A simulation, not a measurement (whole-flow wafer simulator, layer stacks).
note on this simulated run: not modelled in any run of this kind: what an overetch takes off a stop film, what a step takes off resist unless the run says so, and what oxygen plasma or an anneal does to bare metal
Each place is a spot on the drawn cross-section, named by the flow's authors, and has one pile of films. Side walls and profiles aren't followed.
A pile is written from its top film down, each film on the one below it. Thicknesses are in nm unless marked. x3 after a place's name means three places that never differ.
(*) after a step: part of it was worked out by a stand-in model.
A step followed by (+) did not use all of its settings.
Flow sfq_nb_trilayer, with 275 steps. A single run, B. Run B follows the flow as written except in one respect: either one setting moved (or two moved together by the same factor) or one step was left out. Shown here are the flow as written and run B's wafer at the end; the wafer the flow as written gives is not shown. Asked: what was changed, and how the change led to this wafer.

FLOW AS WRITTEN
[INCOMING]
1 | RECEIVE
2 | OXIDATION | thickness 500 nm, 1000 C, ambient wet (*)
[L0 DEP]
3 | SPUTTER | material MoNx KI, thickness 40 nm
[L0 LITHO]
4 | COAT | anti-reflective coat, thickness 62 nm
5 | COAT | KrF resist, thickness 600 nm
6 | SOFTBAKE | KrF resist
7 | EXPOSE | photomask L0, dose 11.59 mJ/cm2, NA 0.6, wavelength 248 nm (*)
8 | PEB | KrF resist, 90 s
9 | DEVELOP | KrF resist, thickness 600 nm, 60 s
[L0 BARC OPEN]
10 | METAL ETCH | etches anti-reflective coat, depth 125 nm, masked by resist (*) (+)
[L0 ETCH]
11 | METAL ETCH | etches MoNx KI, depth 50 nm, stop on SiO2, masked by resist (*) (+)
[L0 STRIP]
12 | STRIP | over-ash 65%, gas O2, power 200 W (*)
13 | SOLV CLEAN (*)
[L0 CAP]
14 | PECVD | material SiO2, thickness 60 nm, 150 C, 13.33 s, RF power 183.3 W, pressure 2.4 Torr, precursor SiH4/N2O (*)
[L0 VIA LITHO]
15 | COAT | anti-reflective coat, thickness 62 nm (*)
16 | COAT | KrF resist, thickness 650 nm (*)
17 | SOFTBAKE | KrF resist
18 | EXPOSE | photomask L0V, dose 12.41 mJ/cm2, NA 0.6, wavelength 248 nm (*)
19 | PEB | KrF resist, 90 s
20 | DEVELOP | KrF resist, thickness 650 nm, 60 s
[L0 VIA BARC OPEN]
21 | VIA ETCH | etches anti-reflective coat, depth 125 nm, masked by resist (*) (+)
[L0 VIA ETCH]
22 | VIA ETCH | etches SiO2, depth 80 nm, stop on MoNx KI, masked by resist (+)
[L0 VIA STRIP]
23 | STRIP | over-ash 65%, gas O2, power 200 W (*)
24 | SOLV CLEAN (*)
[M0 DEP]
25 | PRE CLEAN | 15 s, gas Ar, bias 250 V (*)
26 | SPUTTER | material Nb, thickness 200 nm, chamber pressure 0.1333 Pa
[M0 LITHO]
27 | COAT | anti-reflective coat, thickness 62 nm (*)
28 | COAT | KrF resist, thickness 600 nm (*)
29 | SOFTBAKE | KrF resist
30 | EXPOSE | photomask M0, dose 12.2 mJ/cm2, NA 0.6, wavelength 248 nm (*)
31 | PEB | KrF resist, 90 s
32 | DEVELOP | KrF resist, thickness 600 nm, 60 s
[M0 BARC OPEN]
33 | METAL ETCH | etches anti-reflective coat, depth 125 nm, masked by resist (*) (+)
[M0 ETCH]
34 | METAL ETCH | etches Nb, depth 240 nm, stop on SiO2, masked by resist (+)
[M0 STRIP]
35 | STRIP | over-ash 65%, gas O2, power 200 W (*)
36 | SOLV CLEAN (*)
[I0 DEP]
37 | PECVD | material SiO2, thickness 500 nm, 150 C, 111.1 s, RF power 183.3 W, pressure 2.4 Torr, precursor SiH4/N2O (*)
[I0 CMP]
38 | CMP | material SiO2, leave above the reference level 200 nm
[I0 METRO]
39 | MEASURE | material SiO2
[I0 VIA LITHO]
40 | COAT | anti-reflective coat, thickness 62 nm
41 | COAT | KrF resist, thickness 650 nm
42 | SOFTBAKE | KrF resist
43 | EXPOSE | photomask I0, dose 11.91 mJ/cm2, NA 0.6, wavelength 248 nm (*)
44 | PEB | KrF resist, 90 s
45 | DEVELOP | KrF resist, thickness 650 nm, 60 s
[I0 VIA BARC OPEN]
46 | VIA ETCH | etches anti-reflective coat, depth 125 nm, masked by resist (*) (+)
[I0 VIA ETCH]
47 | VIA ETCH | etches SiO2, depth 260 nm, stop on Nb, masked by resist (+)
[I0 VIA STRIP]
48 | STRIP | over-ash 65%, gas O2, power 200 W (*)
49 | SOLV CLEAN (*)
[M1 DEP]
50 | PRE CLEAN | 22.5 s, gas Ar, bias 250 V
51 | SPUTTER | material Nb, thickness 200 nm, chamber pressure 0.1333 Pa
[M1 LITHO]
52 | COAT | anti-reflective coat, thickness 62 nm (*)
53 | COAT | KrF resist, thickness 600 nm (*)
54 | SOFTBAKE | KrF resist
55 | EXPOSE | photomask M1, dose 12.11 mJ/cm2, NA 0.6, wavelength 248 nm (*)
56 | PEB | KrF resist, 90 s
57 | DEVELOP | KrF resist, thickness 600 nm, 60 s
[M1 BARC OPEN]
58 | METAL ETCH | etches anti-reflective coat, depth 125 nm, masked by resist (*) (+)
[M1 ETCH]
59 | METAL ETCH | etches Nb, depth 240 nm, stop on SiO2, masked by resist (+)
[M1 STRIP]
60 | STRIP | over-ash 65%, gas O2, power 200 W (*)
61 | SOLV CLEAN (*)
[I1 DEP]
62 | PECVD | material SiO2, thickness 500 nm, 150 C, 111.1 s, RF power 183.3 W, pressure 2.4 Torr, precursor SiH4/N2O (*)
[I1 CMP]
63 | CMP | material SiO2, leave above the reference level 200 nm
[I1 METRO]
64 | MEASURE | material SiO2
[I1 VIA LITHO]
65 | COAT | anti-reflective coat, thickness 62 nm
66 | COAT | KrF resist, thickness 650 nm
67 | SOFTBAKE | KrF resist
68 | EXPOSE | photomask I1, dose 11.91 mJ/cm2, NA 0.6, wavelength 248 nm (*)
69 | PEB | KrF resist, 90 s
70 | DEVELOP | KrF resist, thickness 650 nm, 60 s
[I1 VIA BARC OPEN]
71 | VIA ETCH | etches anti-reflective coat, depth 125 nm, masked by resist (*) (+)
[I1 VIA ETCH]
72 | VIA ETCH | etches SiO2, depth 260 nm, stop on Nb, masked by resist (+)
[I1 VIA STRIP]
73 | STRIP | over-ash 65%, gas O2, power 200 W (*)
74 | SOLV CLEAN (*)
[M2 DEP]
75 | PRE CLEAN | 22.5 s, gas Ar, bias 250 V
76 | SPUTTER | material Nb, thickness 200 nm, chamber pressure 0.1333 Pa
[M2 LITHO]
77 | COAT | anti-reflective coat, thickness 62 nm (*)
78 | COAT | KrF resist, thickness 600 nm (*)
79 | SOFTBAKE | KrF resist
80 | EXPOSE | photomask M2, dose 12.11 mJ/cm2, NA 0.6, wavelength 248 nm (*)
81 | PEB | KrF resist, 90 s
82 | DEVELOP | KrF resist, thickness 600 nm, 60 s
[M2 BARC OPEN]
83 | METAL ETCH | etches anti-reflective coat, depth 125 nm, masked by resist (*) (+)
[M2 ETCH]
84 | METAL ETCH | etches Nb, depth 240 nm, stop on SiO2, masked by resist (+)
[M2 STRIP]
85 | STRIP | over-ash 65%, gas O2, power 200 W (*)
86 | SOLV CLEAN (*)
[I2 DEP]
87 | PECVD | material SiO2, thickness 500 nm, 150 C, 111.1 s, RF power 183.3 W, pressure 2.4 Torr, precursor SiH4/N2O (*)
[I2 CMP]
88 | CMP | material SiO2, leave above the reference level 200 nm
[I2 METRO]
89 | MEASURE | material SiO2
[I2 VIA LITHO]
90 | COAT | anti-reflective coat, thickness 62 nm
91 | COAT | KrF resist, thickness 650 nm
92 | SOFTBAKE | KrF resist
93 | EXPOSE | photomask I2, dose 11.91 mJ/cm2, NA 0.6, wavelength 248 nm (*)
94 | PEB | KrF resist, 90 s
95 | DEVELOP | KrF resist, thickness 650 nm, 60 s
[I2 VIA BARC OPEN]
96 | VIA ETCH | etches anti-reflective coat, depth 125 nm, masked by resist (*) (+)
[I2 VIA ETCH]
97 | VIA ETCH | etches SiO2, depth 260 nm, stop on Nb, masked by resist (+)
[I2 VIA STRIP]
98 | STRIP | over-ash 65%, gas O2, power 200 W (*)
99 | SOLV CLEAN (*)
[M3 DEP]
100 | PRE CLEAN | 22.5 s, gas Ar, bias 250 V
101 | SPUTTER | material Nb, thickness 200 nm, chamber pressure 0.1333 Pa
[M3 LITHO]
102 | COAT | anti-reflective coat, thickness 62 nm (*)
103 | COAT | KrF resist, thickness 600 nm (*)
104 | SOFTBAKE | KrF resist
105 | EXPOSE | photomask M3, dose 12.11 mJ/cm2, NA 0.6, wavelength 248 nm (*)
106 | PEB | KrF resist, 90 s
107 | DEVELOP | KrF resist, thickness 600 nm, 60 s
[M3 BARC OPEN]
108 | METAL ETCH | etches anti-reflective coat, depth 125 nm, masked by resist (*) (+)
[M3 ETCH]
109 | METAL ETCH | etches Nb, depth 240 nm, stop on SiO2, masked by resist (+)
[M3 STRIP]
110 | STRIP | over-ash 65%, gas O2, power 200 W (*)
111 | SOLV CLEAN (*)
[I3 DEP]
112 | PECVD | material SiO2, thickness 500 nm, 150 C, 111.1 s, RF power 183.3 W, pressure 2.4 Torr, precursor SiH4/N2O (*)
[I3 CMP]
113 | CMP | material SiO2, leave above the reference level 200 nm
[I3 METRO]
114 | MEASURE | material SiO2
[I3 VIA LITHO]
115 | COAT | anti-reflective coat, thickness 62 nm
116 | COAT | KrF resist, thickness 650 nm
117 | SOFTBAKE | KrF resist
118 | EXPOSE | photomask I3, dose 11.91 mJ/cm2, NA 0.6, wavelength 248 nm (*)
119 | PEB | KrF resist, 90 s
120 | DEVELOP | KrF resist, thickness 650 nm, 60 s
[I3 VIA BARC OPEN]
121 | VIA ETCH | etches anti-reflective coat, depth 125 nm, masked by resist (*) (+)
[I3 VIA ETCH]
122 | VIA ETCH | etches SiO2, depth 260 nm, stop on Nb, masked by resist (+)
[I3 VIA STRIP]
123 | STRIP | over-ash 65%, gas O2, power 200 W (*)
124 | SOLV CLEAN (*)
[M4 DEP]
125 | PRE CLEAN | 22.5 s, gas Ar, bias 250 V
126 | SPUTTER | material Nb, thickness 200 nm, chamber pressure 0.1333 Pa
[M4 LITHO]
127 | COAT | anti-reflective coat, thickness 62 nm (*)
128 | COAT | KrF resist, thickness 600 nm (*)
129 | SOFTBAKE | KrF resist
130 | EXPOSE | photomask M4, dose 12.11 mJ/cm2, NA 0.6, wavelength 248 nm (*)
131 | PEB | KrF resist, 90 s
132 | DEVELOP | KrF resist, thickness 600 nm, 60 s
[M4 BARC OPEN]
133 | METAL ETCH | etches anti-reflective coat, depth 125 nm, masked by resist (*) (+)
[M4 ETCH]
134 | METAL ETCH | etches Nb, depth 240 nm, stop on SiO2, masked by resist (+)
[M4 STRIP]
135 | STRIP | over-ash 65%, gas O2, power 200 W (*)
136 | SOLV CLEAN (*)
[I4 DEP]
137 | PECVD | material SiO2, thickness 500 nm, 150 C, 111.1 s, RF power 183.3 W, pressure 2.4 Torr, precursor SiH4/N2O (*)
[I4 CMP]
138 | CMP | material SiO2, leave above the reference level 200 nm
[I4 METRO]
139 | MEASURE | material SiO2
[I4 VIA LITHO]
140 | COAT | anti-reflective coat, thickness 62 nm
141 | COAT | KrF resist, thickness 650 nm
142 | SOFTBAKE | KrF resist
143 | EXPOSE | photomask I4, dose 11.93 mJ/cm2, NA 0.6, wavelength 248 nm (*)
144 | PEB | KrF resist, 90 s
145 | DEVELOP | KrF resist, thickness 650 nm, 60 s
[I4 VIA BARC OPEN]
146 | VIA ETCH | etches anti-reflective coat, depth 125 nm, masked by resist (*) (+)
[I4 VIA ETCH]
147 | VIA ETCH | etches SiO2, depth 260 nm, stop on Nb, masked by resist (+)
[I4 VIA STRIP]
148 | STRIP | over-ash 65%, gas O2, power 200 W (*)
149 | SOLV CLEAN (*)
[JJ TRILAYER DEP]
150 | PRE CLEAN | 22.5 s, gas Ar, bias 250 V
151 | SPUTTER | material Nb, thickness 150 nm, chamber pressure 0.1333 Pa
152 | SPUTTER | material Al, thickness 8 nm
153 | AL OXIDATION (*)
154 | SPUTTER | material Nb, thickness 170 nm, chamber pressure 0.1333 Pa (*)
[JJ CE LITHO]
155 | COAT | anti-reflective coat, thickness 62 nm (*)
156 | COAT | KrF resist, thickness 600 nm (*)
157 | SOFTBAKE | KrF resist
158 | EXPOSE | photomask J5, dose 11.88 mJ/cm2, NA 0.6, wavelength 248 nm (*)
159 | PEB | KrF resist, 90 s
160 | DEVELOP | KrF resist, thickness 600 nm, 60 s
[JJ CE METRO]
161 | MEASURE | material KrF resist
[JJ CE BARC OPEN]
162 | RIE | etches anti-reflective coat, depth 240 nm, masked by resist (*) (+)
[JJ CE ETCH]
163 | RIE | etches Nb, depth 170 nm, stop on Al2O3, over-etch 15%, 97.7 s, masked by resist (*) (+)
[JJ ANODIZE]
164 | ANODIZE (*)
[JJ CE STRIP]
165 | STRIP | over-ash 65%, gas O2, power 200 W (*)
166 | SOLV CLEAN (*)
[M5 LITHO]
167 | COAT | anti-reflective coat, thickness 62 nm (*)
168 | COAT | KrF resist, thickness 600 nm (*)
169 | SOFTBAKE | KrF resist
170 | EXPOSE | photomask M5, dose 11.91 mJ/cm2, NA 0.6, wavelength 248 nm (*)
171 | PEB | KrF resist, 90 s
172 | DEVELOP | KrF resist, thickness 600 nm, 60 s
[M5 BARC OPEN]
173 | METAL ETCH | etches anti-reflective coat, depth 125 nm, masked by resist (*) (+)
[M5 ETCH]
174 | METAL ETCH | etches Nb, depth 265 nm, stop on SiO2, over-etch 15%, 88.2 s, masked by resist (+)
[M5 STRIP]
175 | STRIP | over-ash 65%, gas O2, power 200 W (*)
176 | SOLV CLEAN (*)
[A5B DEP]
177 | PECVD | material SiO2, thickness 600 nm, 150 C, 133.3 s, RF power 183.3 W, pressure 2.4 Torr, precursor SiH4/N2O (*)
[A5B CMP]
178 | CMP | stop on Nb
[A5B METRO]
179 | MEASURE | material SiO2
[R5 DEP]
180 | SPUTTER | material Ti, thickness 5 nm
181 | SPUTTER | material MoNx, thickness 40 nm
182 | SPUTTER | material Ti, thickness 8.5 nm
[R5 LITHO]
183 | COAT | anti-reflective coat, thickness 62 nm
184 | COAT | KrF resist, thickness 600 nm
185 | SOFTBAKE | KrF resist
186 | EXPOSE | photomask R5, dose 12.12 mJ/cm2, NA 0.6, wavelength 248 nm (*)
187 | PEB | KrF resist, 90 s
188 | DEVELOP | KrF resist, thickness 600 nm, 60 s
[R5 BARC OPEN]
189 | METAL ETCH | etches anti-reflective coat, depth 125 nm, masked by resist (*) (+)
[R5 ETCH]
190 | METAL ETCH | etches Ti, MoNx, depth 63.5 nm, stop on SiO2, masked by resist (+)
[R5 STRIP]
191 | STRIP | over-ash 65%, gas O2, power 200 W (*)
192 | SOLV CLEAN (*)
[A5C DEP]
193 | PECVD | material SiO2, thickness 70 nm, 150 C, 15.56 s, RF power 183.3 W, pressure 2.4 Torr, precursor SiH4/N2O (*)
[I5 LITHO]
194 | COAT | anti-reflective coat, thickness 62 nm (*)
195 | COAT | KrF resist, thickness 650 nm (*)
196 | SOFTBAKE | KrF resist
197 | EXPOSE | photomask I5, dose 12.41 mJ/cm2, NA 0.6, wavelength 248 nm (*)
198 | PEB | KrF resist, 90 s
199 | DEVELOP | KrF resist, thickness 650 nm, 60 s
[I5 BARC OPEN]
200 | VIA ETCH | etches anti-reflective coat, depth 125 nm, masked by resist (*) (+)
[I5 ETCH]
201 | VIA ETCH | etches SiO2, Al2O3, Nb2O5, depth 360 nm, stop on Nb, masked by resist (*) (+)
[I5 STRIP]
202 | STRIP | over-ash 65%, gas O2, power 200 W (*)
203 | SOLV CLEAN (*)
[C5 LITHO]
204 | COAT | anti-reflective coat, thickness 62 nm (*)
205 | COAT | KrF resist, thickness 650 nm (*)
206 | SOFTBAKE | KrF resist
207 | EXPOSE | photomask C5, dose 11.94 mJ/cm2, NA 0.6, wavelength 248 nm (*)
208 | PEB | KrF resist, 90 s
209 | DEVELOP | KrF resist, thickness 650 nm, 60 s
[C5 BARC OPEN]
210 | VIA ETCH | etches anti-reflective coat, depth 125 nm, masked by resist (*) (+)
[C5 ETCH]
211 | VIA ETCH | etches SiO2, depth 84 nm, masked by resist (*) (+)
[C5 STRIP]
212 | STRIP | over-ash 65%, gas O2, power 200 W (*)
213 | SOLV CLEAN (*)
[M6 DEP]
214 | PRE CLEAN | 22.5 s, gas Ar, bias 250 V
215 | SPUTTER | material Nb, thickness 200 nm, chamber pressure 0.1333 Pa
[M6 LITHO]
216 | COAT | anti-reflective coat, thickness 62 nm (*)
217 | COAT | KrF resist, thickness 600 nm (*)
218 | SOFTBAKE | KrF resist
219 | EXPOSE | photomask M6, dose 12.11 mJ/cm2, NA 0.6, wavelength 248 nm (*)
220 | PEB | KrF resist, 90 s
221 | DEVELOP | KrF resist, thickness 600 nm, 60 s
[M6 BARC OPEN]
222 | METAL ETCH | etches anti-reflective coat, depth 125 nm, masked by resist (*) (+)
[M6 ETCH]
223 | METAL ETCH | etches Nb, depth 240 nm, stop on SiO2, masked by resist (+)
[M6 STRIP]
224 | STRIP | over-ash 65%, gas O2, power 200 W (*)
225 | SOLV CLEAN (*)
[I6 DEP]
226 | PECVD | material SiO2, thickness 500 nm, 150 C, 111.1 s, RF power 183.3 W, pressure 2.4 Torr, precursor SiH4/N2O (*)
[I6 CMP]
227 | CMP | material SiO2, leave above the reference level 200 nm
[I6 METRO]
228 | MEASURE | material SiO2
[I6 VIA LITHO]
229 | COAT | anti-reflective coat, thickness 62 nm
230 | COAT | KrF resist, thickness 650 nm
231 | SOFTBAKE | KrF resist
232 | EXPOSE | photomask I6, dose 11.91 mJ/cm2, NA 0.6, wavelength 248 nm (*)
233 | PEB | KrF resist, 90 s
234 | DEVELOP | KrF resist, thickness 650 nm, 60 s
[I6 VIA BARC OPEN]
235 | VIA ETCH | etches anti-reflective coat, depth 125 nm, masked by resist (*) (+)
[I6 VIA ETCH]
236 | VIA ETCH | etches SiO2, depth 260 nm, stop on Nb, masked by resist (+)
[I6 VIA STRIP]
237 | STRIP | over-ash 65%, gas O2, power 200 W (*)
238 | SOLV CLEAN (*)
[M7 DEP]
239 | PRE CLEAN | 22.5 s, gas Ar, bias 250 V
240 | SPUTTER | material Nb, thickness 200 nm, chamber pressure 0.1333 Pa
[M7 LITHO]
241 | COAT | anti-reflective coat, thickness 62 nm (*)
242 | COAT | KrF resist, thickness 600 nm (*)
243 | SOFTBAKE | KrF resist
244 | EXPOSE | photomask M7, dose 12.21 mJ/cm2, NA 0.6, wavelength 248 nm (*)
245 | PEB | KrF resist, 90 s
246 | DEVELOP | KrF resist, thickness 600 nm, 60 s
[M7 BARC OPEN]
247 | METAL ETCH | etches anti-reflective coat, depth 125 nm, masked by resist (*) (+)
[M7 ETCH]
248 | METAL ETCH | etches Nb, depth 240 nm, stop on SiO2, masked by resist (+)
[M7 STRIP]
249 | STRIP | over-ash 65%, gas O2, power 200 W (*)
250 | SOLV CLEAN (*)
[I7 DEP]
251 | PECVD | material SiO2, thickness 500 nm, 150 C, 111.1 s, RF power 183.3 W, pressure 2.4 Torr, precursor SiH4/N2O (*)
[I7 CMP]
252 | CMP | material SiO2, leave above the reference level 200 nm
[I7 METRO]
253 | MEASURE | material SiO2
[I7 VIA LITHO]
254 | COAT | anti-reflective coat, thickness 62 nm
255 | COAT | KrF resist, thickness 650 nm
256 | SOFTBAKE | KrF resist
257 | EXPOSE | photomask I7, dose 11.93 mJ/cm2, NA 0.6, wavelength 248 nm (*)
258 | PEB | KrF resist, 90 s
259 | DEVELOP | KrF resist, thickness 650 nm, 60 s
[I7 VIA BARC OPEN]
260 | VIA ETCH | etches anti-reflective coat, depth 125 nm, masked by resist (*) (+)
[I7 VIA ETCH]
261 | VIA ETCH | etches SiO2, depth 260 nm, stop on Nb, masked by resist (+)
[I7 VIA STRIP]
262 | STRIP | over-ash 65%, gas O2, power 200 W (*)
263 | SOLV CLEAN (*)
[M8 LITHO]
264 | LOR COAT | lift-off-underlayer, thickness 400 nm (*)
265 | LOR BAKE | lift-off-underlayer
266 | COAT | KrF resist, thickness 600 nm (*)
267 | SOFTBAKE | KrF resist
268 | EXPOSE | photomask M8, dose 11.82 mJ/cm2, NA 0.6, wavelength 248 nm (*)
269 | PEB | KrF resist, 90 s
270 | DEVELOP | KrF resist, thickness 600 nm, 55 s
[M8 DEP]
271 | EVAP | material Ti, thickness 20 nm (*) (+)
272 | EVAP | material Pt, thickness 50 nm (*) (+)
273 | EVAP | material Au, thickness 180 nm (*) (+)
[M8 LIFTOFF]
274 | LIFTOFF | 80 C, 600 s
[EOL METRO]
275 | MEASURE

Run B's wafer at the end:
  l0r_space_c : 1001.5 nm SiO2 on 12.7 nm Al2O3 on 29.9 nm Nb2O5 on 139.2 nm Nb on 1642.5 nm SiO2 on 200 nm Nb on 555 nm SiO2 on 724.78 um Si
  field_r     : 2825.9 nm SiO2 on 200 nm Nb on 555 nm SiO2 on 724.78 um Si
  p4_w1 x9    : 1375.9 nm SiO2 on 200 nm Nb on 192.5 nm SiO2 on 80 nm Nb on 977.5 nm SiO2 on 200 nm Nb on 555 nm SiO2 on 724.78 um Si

Cause: step 101, SPUTTER: thickness 80 nm was run, whereas the flow has thickness 200 nm.
One can read it off the wafer: p4_w1 x9 has Nb 80, and step 101 as written asks for 200 nm.

How this came from the change, step by step:
  101 | SPUTTER | material Nb, thickness 200 nm, chamber pressure 0.1333 Pa
      field_l, v_sur, via_wl and 102 more: +80 Nb (new film) (it would be, as written: +200 Nb (new film))
      via_w: +65.9 Nb (it would be, as written: +165.5 Nb)
  102 | COAT | anti-reflective coat, thickness 62 nm (*)
      via_wl: +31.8 anti-reflective coat (new film) (it would be, as written: +34.2 anti-reflective coat (new film))
      via_w: +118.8 anti-reflective coat (new film) (it would be, as written: +124.8 anti-reflective coat (new film))
      (and at 1 other place as well)
  109 | METAL ETCH | etches Nb, depth 240 nm, stop on SiO2, masked by resist (+)
      field_l, be, be_sur and 72 more: -80 Nb (all of it) (it would be, as written: -200 Nb (all of it))
      v_sur, via_wl, via_w and 28 more: -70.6 KrF resist (it would be, as written: -141.2 KrF resist)
  110 | STRIP | over-ash 65%, gas O2, power 200 W (*)
      p4_w1 x9, wl_j_sl, wl_jj and 13 more: -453 KrF resist (all of it), -62 anti-reflective coat (all of it) (it would be, as written: -382.4 KrF resist (all of it), -62 anti-reflective coat (all of it))
      v_sur: -438.4 KrF resist (all of it), -60.6 anti-reflective coat (all of it) (it would be, as written: -365.3 KrF resist (all of it), -61.1 anti-reflective coat (all of it))
      (and at 6 other places as well)
  112 | PECVD | material SiO2, thickness 500 nm, 150 C, 111.1 s, RF power 183.3 W, pressure 2.4 Torr, precursor SiH4/N2O (*)
      p4_g1 x2, p3_s0 x6: +500 SiO2 (it would be, as written: +557.1 SiO2)
      via_w: +581.4 SiO2 (new film) (it would be, as written: +615 SiO2 (new film))
  113 | CMP | material SiO2, leave above the reference level 200 nm
      field_l, be, be_sur and 64 more: -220 SiO2 (it would be, as written: -100 SiO2)
      p4_g1 x2, p3_s0 x6: -220 SiO2 (it would be, as written: -157.1 SiO2)
      (and at 1 other place as well)
